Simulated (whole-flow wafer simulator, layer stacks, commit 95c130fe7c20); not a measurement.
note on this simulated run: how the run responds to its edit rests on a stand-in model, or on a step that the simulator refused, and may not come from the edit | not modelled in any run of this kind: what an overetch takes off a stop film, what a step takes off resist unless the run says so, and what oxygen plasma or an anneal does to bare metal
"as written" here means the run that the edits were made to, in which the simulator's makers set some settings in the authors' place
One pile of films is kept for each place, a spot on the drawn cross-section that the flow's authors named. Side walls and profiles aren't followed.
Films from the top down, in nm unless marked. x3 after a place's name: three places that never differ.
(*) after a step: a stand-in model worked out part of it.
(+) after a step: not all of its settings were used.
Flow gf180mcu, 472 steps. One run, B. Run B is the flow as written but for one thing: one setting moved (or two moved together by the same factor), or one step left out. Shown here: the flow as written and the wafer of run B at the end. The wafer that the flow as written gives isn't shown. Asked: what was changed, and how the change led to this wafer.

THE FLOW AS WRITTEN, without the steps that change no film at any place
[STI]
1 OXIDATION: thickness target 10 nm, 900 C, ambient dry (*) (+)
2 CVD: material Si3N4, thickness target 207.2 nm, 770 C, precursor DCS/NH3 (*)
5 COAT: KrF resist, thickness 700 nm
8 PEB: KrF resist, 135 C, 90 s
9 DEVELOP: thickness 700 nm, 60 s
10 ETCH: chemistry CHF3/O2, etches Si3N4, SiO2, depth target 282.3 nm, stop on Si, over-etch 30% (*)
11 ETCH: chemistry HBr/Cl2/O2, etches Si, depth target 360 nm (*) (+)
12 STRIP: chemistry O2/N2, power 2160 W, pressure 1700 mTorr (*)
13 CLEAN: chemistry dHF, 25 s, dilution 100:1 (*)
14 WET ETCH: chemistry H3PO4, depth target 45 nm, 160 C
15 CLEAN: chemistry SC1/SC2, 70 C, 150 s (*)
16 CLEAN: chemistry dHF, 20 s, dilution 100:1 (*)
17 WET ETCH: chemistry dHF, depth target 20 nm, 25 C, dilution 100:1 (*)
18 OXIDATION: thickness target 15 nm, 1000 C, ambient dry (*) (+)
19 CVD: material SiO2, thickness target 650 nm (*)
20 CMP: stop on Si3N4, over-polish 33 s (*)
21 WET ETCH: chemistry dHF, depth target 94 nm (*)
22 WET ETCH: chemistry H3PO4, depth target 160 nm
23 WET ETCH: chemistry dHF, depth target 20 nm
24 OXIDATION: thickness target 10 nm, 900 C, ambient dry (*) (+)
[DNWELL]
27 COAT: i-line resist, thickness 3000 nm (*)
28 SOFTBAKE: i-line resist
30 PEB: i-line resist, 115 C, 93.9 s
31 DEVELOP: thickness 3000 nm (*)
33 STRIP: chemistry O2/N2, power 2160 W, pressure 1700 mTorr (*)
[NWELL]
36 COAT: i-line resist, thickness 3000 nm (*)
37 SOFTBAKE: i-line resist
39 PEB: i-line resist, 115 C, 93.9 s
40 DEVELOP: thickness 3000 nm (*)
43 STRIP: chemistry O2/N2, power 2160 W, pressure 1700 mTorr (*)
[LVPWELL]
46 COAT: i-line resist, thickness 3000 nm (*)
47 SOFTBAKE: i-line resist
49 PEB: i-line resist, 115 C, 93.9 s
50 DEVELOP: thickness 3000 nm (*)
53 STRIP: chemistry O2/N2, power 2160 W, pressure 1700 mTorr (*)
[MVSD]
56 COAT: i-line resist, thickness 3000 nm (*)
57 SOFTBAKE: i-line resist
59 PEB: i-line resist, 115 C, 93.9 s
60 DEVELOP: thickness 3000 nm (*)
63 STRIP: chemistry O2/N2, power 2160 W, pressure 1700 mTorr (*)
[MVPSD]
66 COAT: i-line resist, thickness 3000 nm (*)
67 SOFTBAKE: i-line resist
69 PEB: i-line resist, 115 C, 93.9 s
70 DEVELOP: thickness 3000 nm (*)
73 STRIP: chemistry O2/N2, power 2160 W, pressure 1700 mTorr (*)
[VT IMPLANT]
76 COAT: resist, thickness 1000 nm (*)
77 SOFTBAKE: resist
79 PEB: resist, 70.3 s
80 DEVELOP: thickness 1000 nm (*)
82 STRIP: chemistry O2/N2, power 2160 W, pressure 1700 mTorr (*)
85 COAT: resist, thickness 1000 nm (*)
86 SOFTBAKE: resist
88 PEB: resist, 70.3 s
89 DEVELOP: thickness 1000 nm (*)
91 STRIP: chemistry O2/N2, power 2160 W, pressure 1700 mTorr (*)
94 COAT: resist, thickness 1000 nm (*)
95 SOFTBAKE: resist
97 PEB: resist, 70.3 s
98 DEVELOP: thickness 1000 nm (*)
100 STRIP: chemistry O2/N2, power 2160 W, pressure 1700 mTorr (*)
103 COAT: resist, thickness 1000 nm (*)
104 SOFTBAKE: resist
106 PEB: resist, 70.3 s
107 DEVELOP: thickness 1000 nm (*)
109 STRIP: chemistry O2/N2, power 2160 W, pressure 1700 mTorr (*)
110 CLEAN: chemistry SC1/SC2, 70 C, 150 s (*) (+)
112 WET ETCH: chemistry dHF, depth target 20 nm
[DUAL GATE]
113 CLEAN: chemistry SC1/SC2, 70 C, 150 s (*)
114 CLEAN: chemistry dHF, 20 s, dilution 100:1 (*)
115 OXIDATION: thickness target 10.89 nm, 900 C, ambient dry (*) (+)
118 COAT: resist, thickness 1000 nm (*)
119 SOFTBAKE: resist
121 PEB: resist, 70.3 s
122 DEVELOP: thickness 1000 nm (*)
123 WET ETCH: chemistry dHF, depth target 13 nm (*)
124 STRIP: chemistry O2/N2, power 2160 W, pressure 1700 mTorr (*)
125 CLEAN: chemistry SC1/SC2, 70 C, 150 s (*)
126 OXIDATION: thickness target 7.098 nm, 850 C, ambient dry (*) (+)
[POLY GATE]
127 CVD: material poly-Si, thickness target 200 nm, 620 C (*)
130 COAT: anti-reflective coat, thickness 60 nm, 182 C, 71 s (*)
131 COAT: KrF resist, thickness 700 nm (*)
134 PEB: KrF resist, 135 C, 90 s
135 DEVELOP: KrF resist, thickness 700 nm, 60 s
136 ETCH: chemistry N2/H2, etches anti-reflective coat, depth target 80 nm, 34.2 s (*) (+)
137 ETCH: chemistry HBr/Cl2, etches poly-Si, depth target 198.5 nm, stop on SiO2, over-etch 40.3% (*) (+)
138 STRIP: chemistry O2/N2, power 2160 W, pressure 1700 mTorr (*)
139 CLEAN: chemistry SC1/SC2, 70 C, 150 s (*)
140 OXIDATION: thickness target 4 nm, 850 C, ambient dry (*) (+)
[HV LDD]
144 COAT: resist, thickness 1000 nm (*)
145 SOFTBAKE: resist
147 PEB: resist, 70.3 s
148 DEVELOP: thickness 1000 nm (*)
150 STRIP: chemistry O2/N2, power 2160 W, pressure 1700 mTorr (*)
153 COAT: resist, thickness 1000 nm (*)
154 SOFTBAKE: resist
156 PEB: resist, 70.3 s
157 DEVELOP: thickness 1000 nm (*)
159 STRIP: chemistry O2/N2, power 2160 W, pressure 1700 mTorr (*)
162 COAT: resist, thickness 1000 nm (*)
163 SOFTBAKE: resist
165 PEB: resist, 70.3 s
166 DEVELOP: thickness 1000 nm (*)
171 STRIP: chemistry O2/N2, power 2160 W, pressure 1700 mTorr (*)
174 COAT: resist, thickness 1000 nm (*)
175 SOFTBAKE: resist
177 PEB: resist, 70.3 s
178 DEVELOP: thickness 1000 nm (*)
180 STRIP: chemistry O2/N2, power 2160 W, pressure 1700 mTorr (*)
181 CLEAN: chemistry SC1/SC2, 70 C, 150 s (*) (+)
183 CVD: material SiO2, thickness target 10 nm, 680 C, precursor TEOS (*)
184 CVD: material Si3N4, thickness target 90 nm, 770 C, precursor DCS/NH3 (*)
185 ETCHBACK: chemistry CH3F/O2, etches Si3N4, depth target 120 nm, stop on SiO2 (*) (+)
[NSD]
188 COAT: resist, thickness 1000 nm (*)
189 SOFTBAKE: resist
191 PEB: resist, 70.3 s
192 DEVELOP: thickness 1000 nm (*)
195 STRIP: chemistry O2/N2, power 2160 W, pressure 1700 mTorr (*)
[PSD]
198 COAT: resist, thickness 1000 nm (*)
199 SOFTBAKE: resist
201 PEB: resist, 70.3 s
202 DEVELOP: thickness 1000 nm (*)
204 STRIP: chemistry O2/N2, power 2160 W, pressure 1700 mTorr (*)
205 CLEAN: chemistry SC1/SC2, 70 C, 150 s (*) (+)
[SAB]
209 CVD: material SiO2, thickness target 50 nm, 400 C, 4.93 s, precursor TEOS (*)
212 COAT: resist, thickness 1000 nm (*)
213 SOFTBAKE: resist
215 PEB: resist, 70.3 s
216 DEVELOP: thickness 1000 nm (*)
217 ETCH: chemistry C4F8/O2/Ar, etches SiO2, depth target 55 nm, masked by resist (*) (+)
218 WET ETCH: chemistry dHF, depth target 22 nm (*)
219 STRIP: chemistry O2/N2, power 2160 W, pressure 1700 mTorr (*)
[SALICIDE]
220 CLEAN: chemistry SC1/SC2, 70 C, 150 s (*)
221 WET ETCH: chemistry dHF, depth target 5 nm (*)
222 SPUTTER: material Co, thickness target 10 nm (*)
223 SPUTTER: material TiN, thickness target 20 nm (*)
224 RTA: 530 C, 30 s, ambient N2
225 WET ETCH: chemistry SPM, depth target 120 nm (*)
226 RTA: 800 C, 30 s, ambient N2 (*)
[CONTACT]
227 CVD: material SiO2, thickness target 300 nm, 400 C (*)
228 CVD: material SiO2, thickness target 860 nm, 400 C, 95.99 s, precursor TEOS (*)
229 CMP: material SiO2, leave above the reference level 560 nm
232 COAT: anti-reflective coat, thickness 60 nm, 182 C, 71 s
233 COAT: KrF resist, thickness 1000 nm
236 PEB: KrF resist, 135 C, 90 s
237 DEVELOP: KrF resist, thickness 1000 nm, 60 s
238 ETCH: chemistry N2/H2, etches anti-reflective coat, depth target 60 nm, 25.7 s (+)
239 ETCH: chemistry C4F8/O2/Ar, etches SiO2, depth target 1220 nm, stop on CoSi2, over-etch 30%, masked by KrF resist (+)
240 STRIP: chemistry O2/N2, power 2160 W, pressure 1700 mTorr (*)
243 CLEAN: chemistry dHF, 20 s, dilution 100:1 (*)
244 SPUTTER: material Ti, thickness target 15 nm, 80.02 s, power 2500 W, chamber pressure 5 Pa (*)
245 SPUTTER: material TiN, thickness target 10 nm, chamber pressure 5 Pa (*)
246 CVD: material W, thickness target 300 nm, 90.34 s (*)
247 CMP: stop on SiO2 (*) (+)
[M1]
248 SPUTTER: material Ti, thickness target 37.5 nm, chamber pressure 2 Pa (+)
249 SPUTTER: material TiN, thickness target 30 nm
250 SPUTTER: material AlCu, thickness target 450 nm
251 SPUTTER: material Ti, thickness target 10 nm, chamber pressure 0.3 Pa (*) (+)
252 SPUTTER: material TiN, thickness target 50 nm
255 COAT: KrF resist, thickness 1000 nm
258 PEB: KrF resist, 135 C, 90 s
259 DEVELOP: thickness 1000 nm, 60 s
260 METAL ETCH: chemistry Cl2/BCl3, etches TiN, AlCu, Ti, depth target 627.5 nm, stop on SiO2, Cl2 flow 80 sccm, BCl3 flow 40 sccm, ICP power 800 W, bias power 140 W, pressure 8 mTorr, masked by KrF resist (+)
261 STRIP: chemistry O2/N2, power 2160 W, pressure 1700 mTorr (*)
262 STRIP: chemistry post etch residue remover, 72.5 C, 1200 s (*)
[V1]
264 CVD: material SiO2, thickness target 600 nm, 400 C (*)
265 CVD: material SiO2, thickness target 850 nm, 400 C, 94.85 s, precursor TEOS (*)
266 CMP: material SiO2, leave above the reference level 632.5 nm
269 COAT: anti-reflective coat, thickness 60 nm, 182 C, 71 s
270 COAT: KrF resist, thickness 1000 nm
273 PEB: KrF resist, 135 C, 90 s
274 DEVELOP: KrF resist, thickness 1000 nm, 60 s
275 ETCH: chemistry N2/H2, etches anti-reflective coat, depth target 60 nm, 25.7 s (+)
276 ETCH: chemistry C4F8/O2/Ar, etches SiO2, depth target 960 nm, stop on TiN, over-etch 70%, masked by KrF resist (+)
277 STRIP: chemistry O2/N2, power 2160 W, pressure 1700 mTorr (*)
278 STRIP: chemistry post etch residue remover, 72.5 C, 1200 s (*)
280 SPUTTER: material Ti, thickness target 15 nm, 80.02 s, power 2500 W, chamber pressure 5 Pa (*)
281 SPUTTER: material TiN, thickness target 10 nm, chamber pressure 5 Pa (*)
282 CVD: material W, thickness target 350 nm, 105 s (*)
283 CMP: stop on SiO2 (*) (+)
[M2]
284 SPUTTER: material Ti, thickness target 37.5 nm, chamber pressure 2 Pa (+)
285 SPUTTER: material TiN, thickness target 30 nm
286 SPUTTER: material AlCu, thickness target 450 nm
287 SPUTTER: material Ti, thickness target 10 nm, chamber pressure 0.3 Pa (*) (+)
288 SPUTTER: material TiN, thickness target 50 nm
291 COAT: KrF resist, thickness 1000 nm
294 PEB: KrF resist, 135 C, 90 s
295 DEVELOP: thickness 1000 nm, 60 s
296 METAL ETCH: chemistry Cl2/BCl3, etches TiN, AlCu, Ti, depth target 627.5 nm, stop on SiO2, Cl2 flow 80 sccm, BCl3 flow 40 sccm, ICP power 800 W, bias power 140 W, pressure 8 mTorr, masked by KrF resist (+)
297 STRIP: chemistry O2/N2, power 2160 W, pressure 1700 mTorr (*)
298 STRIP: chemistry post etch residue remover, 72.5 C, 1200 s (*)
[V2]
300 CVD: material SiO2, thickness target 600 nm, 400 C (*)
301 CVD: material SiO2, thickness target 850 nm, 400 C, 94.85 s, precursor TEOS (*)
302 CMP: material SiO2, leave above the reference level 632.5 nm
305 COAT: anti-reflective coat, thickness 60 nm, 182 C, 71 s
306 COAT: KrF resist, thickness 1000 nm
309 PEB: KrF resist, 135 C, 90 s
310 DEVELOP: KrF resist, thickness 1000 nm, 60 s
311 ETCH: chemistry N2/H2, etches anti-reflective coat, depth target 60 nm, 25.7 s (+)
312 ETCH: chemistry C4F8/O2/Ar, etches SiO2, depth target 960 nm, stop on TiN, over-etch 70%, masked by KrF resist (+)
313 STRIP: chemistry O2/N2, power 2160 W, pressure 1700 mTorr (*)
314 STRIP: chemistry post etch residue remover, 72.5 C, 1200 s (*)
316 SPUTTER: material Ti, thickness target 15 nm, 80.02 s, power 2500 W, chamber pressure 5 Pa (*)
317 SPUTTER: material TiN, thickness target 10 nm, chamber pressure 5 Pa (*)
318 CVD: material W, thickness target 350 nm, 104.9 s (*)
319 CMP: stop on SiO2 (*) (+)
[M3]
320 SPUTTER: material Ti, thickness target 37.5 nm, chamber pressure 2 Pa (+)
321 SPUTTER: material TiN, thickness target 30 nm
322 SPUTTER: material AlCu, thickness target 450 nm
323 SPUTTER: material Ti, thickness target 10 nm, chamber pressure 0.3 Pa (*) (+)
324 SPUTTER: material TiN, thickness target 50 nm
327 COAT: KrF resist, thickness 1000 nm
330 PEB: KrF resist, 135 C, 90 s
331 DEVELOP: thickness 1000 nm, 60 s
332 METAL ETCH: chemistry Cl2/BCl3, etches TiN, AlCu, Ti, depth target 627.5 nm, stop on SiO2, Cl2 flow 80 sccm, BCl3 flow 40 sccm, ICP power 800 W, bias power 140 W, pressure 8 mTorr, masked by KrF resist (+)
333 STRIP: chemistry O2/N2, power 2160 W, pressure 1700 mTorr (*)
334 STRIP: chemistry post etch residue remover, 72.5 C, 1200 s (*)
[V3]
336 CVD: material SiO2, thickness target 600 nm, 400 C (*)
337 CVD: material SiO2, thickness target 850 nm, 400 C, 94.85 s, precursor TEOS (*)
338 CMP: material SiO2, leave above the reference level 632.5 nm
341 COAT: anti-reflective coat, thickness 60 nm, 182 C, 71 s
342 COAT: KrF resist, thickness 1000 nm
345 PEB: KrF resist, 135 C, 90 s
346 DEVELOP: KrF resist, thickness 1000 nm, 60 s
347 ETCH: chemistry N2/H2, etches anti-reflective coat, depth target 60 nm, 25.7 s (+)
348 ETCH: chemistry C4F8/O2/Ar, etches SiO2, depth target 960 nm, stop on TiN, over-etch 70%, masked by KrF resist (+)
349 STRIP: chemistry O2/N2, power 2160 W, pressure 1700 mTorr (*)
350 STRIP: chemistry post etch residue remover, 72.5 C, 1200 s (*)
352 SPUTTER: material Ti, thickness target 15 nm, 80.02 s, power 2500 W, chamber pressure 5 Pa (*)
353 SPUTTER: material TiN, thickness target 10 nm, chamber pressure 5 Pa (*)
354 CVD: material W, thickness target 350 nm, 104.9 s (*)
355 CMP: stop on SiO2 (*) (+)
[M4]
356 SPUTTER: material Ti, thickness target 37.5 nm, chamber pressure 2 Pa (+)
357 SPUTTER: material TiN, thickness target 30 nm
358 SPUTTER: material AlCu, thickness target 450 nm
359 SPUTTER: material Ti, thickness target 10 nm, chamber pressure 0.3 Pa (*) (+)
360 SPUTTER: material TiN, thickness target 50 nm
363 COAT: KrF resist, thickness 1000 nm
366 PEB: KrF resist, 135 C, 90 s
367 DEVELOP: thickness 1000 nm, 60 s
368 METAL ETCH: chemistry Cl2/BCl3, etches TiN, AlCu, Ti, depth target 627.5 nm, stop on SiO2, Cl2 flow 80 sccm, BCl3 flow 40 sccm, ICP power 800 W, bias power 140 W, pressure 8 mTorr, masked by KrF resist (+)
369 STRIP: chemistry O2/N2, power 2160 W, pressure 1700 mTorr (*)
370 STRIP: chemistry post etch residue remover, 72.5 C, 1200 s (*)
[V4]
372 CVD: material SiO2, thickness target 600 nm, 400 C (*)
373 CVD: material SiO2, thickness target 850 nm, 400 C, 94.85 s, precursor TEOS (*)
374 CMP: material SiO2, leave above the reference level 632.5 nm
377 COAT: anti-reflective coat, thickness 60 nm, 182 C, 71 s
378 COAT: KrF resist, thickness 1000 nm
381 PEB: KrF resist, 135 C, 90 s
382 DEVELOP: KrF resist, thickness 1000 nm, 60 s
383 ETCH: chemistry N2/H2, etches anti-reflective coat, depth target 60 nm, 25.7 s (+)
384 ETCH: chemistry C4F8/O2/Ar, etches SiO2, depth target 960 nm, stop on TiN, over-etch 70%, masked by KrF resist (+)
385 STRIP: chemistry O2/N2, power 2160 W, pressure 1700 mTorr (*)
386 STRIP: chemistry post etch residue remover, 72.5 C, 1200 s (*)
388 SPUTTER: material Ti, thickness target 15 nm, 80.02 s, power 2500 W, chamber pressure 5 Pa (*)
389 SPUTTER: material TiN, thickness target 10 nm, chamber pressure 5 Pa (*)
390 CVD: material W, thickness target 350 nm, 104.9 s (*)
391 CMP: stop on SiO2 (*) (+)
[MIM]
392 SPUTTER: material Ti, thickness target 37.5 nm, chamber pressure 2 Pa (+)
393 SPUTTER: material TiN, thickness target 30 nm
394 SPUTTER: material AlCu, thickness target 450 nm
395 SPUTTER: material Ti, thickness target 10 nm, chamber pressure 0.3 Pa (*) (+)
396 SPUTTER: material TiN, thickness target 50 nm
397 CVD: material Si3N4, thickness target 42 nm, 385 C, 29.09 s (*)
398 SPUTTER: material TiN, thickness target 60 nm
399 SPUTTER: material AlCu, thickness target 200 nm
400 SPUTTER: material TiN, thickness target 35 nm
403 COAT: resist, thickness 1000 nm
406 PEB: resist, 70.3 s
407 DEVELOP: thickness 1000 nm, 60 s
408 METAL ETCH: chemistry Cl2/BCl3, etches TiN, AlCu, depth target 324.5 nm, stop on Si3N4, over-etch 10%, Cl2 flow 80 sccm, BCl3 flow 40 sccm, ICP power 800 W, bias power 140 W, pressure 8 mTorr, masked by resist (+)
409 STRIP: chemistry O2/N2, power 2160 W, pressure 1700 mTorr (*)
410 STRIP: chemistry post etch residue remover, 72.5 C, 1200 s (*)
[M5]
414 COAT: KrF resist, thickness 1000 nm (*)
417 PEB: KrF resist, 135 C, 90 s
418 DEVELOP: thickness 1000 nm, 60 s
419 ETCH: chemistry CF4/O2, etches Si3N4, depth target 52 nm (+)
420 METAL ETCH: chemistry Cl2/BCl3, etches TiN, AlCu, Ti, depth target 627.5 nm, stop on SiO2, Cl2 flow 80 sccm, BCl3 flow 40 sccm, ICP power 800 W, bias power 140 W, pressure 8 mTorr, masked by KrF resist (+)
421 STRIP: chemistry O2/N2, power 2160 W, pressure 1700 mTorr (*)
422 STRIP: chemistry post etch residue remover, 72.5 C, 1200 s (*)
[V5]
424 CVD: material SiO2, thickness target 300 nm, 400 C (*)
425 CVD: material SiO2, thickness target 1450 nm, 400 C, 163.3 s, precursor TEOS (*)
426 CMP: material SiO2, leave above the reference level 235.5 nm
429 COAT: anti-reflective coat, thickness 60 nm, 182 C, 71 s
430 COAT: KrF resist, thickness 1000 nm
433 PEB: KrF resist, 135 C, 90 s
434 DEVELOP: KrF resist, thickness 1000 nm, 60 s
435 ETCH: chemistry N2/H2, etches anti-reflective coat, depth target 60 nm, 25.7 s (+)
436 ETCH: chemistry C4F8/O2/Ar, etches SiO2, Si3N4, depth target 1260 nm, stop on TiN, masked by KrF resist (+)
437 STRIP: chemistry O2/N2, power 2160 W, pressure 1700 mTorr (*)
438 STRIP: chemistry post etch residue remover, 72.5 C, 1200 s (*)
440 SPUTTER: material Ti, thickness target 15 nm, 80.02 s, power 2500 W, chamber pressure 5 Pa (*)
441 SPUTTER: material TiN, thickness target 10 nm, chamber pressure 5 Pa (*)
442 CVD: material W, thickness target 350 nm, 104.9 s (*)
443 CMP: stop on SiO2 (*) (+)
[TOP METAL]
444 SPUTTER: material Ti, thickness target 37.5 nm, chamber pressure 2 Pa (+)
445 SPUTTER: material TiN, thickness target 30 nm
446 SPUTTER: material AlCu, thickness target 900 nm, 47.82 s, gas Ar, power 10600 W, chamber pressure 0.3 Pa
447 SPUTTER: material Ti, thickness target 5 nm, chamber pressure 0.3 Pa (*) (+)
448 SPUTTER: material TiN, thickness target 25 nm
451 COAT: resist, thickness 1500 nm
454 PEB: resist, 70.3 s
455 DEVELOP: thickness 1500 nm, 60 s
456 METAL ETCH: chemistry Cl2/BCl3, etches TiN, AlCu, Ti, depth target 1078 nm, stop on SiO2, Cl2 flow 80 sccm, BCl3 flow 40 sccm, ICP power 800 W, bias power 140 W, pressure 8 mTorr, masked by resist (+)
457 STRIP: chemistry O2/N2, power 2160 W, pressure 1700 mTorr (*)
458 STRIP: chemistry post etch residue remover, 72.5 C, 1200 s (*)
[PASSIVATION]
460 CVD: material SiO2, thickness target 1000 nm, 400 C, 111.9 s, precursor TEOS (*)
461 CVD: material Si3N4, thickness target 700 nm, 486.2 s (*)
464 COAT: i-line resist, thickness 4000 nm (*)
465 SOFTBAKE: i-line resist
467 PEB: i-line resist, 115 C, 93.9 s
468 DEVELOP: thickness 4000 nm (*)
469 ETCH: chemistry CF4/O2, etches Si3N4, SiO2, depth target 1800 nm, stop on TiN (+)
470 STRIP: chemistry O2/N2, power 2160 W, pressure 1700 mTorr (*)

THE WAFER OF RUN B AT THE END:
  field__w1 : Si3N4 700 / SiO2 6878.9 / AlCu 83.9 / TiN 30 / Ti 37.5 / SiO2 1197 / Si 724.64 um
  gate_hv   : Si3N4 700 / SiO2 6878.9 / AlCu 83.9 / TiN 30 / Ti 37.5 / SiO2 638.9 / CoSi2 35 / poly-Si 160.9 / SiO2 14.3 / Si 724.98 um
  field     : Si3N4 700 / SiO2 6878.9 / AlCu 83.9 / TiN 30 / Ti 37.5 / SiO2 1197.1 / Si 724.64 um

The cause: step 260, METAL ETCH: depth target 420.4 nm was run, where the flow has depth target 627.5 nm.

How the change led to this, step by step:
  260 METAL ETCH: chemistry Cl2/BCl3, etches TiN, AlCu, Ti, depth target 627.5 nm, stop on SiO2, Cl2 flow 80 sccm, BCl3 flow 40 sccm, ICP power 800 W, bias power 140 W, pressure 8 mTorr, masked by KrF resist (+)
      field, field__w1, field__w2 and 99 more: TiN -50 (all of it), Ti -10 (all of it), AlCu -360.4 (as written it would be: TiN -50 (all of it), Ti -10 (all of it), AlCu -450 (all of it), TiN -30 (all of it), Ti -37.5 (all of it))
      field__w8, contact, m1 and 6 more: KrF resist -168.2 (as written it would be: KrF resist -251)
  261 STRIP: chemistry O2/N2, power 2160 W, pressure 1700 mTorr (*)
      field__w8, contact, m1 and 6 more: KrF resist -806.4 (all of it) (as written it would be: KrF resist -723.5 (all of it))
  262 STRIP: chemistry post etch residue remover, 72.5 C, 1200 s (*)
      field, field__w1, field__w2 and 99 more: AlCu -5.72 (as written it would be: nothing)
  264 CVD: material SiO2, thickness target 600 nm, 400 C (*)
      field, field__w1, field__w2 and 99 more: SiO2 +600 (new film) (as written it would be: SiO2 +600)
  266 CMP: material SiO2, leave above the reference level 632.5 nm
      field, field__w1, field__w2 and 99 more: SiO2 -451.4 (as written it would be: SiO2 -300)
Counting metal films that touch as one body, field__w1 has 1 body; the flow as written gives 0 bodies.
Counting metal films that touch as one body, gate_hv has 2 bodies (between them, from the top down: SiO2 638.9); the flow as written gives 1 body.
Counting metal films that touch as one body, field has 1 body; the flow as written gives 0 bodies.
